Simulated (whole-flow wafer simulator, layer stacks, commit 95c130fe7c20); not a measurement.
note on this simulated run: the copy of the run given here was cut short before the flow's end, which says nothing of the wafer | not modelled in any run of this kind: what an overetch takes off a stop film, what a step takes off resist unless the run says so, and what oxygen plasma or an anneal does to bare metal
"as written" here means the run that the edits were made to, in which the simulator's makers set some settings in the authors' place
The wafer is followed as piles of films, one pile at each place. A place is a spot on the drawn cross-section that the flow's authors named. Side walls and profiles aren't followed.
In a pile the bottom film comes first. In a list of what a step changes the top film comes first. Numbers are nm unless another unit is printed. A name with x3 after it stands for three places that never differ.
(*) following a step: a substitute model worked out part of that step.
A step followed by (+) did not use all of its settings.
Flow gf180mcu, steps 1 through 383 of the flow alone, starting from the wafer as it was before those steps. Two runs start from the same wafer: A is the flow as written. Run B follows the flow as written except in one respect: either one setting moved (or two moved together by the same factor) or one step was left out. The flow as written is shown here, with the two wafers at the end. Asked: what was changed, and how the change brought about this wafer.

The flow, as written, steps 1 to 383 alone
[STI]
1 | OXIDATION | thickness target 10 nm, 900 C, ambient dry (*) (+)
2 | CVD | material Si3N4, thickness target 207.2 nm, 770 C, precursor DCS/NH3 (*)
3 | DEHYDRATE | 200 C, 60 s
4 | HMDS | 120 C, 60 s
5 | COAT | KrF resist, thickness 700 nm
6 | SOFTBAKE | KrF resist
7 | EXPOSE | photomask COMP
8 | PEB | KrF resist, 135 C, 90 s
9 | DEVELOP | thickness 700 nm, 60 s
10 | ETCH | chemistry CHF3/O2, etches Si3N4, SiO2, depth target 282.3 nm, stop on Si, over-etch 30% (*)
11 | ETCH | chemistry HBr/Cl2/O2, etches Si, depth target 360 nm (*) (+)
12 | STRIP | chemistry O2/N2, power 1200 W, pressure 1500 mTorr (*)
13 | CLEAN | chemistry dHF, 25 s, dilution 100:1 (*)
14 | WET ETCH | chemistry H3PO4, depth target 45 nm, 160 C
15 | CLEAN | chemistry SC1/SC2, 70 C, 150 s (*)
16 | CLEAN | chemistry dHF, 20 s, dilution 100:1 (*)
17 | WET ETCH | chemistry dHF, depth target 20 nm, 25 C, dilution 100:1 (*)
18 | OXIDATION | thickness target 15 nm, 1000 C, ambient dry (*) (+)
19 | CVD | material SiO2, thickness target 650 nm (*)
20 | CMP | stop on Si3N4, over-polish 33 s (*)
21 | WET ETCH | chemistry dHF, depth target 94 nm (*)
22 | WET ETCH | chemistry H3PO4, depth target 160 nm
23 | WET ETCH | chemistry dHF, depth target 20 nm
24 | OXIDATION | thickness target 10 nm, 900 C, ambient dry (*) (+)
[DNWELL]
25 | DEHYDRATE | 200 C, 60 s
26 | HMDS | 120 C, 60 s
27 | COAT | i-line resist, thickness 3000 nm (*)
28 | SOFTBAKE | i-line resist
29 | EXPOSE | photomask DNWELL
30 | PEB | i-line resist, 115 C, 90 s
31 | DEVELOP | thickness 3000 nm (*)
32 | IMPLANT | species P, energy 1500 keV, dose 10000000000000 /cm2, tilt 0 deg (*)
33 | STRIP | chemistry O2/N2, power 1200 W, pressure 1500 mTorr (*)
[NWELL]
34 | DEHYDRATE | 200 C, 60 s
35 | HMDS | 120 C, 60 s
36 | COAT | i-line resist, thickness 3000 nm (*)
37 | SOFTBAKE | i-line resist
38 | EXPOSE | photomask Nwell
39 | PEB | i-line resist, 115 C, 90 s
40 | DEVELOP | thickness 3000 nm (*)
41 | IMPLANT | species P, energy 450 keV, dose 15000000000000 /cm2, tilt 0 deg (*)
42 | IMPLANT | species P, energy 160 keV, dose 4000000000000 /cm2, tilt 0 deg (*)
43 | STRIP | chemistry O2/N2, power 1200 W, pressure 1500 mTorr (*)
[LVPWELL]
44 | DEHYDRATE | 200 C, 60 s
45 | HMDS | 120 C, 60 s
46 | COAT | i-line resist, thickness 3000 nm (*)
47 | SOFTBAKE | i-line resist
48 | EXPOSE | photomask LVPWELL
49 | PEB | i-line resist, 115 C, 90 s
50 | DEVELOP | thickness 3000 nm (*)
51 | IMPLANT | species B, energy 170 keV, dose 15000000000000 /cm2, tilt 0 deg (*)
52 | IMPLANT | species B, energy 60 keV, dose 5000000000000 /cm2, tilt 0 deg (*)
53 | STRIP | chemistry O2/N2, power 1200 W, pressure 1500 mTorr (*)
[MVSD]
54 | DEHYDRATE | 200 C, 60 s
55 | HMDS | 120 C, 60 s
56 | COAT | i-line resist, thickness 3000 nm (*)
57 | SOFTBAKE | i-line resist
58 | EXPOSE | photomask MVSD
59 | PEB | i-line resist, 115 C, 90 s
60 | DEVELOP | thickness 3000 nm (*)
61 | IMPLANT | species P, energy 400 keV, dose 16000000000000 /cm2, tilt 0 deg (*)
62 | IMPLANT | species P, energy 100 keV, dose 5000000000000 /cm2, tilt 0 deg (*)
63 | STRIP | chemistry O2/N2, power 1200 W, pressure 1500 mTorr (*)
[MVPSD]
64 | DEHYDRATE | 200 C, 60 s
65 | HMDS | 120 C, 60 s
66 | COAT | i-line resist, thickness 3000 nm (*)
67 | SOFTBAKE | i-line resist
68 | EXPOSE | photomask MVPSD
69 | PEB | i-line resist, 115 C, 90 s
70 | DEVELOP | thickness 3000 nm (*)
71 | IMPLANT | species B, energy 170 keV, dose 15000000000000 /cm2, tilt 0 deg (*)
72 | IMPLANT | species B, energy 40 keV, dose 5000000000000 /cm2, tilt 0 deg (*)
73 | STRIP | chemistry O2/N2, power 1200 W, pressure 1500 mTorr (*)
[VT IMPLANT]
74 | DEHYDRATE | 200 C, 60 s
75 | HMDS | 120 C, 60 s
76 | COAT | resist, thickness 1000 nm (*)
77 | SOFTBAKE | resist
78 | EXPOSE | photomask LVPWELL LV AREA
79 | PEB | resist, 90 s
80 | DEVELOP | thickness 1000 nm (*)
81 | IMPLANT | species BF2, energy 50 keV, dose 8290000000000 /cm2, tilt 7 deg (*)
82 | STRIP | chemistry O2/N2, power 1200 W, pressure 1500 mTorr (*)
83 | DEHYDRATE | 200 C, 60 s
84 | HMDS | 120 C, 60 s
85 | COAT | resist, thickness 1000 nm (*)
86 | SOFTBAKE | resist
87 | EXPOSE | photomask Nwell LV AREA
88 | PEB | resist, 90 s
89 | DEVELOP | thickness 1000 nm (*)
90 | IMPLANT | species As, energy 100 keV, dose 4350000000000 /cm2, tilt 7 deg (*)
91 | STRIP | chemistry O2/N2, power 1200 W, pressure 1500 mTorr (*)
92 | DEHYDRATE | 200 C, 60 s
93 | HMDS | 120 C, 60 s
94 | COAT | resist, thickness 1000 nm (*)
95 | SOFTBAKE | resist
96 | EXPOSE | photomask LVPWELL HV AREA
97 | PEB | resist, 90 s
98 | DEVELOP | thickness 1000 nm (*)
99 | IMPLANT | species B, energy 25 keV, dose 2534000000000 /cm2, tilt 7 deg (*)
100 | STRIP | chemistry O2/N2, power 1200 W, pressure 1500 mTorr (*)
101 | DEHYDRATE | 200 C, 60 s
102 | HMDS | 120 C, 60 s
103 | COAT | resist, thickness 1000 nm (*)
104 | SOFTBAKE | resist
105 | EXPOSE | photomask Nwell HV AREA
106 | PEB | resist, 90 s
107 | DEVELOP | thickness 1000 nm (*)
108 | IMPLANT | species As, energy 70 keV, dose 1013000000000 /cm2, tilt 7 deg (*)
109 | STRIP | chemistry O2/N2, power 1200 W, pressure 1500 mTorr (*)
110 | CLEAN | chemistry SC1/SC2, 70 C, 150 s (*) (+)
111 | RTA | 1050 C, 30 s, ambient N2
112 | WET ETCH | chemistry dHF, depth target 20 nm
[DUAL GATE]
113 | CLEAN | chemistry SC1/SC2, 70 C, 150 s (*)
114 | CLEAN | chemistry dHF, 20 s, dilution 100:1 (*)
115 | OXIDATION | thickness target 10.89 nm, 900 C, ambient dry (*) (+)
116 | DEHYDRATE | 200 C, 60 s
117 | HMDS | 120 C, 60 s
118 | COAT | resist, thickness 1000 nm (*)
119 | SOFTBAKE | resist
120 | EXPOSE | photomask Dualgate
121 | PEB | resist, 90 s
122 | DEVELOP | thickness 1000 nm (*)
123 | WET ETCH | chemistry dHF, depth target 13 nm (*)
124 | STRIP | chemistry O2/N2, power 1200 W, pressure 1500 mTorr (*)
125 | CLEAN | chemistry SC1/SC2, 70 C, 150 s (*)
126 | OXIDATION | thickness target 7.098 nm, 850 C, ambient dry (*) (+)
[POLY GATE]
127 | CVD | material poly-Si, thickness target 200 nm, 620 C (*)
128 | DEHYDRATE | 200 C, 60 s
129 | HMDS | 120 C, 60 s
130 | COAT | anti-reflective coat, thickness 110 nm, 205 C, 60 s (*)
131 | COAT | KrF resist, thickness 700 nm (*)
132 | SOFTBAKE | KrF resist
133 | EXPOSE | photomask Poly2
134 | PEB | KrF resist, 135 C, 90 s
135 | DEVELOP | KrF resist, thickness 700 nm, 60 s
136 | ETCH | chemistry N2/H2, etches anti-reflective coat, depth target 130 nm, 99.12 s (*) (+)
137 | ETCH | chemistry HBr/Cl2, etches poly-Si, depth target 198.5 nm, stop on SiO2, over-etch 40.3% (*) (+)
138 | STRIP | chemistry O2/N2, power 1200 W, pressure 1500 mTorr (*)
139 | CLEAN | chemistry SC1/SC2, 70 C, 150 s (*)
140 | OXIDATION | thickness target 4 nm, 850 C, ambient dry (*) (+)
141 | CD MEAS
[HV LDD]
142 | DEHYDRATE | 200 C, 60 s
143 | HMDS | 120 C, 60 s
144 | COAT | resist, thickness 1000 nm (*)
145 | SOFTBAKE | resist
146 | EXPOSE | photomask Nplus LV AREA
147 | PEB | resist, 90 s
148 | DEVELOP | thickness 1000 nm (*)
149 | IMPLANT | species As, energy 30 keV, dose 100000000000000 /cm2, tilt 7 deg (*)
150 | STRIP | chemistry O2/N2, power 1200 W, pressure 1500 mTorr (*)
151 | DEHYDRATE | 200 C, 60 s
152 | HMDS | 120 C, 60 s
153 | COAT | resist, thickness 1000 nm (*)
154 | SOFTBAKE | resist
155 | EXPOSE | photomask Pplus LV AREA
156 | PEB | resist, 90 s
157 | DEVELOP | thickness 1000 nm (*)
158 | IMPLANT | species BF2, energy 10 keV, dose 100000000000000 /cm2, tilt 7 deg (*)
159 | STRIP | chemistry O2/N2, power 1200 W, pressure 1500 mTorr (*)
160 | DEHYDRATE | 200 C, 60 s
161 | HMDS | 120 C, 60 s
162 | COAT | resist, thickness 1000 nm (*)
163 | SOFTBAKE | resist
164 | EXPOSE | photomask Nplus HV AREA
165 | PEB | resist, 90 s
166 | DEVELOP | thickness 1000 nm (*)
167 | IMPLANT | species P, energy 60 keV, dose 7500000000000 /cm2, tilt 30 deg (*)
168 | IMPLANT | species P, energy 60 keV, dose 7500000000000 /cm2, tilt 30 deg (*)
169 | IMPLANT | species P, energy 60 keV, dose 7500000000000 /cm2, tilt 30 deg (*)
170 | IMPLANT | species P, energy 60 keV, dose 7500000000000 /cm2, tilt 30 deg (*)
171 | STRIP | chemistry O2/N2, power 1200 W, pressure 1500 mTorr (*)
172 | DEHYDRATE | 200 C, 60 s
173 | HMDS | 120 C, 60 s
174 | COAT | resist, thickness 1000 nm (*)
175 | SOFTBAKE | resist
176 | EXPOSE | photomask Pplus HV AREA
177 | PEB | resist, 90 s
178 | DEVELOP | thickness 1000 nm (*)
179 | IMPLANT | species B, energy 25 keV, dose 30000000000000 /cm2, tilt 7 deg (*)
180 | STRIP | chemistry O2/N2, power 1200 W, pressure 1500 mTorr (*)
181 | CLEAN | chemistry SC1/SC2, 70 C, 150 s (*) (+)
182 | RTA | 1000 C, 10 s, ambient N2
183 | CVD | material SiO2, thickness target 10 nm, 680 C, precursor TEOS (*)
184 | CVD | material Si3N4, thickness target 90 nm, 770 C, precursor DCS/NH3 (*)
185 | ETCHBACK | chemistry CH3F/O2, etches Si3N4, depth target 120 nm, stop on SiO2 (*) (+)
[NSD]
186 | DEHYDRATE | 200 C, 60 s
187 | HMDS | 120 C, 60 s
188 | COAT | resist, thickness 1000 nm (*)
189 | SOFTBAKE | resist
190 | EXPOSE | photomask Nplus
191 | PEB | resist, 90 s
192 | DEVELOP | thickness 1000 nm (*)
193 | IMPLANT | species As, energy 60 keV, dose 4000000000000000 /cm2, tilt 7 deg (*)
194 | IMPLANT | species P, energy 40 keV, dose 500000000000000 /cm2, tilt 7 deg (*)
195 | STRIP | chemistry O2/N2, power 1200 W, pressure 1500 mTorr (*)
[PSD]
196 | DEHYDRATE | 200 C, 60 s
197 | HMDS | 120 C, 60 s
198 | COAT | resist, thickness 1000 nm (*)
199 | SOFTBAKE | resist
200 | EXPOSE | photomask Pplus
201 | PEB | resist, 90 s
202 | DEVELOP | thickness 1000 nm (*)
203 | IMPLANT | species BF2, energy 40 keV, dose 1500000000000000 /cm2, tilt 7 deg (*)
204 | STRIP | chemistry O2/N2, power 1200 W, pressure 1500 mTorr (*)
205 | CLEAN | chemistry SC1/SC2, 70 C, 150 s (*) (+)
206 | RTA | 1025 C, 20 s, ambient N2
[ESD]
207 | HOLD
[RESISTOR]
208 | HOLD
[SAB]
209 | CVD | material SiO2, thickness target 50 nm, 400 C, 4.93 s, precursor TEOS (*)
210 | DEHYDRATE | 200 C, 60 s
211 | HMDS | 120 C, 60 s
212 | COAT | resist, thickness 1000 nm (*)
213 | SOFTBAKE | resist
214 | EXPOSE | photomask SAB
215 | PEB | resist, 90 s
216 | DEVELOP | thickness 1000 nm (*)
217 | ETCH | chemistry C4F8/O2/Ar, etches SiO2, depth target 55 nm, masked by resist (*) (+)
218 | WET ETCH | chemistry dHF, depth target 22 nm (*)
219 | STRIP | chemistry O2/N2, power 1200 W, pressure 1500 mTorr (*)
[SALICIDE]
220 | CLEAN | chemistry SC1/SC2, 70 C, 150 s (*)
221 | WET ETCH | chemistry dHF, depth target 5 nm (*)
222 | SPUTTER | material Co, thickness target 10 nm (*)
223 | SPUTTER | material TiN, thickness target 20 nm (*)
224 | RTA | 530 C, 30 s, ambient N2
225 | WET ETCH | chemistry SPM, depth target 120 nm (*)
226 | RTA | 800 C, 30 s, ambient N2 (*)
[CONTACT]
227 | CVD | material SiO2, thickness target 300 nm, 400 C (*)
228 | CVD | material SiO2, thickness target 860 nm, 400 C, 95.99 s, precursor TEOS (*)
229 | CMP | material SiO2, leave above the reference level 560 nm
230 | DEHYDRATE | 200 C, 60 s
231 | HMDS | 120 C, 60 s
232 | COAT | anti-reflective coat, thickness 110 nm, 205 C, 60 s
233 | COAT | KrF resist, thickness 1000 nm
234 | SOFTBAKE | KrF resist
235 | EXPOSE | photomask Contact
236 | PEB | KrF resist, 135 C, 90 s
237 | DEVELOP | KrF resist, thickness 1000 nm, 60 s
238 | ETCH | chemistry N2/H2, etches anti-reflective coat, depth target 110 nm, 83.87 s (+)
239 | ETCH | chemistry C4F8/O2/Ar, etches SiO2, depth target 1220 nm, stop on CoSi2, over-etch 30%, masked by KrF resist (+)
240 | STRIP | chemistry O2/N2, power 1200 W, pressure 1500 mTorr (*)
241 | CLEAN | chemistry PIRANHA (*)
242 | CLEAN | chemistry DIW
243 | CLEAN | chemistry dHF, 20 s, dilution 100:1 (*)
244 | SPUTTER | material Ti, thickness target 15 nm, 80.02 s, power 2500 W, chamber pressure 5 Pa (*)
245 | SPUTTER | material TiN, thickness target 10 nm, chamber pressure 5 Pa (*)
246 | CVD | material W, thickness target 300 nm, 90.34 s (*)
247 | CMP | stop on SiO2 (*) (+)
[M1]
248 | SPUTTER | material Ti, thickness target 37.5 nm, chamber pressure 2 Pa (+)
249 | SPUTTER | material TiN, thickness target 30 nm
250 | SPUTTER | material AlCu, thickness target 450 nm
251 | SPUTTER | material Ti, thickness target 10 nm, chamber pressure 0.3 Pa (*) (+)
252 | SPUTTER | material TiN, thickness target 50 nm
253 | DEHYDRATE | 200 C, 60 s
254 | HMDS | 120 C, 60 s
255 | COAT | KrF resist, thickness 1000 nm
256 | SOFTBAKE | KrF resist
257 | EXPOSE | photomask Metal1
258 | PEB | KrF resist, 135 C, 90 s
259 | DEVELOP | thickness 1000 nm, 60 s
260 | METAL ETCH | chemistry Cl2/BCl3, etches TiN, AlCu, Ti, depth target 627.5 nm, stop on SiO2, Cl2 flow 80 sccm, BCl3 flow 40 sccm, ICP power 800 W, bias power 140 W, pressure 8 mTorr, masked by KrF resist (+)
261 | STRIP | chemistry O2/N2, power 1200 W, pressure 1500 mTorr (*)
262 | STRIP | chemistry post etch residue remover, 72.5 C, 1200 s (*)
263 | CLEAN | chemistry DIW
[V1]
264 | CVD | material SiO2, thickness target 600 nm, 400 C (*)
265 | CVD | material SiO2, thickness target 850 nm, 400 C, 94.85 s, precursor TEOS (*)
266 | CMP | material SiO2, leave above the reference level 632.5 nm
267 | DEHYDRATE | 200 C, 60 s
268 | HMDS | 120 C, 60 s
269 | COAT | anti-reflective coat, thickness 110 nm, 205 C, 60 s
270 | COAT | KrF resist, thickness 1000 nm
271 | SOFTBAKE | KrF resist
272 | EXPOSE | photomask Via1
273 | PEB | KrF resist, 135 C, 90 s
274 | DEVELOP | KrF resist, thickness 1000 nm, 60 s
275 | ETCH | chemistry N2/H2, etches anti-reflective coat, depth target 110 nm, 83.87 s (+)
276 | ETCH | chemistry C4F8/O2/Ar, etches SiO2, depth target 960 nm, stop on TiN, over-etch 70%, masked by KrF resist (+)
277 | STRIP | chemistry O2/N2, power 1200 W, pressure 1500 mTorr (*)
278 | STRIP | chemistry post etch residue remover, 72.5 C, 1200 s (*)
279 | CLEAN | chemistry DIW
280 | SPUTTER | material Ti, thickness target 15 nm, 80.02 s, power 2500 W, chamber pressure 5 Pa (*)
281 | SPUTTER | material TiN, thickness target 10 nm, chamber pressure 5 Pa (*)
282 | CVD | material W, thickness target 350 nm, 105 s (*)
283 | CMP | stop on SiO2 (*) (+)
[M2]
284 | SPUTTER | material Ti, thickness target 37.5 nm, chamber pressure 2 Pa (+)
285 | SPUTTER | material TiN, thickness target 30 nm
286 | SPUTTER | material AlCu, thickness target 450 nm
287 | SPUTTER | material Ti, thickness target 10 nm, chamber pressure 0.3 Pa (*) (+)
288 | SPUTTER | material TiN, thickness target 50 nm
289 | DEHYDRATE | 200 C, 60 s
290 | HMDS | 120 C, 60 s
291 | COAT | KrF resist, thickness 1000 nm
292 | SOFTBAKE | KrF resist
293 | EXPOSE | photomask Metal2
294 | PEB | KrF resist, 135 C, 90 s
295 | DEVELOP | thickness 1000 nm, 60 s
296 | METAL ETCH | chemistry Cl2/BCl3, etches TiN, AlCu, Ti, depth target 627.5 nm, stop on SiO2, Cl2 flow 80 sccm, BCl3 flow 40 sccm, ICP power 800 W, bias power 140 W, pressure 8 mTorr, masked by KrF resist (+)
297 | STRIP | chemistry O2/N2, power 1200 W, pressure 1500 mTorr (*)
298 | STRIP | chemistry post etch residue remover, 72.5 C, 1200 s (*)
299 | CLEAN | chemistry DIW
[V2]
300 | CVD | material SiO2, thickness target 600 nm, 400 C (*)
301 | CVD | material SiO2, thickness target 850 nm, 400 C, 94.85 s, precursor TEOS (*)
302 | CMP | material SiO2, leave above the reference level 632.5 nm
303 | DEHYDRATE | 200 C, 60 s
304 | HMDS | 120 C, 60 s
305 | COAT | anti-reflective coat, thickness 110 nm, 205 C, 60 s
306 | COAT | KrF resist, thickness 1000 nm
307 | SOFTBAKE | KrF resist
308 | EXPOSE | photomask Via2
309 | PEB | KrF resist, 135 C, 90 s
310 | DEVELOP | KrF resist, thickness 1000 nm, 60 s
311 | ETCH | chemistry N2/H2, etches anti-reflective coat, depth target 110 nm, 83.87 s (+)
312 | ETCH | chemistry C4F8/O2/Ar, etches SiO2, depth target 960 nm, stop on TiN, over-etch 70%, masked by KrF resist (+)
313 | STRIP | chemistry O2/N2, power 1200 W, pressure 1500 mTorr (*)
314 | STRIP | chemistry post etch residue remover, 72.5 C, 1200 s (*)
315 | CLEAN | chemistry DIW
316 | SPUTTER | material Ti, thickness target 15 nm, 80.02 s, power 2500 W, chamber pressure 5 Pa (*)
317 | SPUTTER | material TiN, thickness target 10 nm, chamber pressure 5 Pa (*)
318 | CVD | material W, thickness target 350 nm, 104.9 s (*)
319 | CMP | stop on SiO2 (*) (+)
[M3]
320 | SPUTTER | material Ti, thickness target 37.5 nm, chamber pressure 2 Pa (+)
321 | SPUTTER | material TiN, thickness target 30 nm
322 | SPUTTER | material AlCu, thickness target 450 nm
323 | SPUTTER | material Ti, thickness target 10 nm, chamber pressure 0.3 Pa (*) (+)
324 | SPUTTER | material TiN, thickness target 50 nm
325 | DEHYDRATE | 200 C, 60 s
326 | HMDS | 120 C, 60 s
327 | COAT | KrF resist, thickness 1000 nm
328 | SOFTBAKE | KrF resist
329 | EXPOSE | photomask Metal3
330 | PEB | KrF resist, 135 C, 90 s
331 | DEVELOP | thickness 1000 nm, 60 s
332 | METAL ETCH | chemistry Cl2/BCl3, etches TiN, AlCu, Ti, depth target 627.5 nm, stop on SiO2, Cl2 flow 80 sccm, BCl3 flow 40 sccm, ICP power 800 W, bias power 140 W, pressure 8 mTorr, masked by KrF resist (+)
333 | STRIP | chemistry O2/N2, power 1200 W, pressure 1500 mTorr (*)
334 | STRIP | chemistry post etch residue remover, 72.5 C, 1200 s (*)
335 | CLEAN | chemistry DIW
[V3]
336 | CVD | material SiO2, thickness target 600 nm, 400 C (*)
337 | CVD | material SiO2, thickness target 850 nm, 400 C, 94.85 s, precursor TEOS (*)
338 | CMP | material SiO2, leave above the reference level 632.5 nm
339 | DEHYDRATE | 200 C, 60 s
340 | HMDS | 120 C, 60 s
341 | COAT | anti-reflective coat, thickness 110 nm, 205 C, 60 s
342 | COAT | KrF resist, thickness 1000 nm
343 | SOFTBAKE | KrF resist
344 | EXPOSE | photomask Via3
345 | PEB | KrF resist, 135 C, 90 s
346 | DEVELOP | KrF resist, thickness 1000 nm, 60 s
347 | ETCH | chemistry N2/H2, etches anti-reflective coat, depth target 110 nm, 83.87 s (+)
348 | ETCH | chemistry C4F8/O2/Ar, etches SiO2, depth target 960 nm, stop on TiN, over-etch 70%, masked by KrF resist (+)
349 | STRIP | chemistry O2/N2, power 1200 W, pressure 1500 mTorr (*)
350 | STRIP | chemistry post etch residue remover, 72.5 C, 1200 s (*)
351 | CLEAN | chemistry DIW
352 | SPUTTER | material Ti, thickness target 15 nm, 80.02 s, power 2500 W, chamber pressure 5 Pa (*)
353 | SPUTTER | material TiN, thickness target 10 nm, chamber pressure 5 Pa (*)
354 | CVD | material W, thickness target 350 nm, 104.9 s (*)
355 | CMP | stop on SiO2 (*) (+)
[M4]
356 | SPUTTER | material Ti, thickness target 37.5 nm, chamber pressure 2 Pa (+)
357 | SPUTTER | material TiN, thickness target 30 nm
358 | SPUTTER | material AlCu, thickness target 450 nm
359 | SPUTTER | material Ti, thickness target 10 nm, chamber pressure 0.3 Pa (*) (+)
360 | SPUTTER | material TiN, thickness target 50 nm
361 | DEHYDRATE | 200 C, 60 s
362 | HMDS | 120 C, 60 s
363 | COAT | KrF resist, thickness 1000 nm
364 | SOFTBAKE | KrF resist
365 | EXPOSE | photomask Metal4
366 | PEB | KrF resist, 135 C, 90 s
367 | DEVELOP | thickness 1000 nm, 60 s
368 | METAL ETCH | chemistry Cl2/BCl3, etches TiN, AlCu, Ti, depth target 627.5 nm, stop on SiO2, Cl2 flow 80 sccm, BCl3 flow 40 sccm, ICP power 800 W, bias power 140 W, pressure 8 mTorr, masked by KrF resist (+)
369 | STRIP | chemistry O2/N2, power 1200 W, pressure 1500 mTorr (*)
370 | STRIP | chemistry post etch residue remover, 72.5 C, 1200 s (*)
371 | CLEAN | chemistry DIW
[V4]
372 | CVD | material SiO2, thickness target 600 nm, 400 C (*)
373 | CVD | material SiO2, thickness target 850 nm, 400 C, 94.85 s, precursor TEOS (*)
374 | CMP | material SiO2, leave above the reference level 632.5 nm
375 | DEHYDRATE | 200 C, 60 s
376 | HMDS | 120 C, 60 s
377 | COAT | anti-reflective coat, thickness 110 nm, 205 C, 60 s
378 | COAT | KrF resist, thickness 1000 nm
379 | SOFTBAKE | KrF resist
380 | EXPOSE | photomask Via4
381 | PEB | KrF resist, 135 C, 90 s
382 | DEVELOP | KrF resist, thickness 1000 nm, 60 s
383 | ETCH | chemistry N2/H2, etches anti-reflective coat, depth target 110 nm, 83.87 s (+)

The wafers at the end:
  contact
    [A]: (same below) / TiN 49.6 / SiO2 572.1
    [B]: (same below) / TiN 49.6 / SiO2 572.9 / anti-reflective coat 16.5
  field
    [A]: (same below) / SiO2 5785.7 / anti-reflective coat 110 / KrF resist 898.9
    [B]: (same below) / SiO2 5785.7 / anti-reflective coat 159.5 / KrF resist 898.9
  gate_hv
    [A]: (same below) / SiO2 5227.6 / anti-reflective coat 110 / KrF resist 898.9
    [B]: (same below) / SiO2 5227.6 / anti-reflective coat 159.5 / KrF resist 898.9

Cause: step 377, COAT: thickness 159.5 nm was run, though the flow has thickness 110 nm.
The wafer itself shows it: field has anti-reflective coat 159.5, and step 377 as written asks for 110 nm.

How this came from the change, step by step:
  377 | COAT | anti-reflective coat, thickness 110 nm, 205 C, 60 s
      field, field__w1, field__w2 and 108 more: A +110 anti-reflective coat (new film) | B +159.5 anti-reflective coat (new film)
  383 | ETCH | chemistry N2/H2, etches anti-reflective coat, depth target 110 nm, 83.87 s (+)
      contact: A -110 anti-reflective coat (all of it), -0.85 SiO2 | B -143 anti-reflective coat
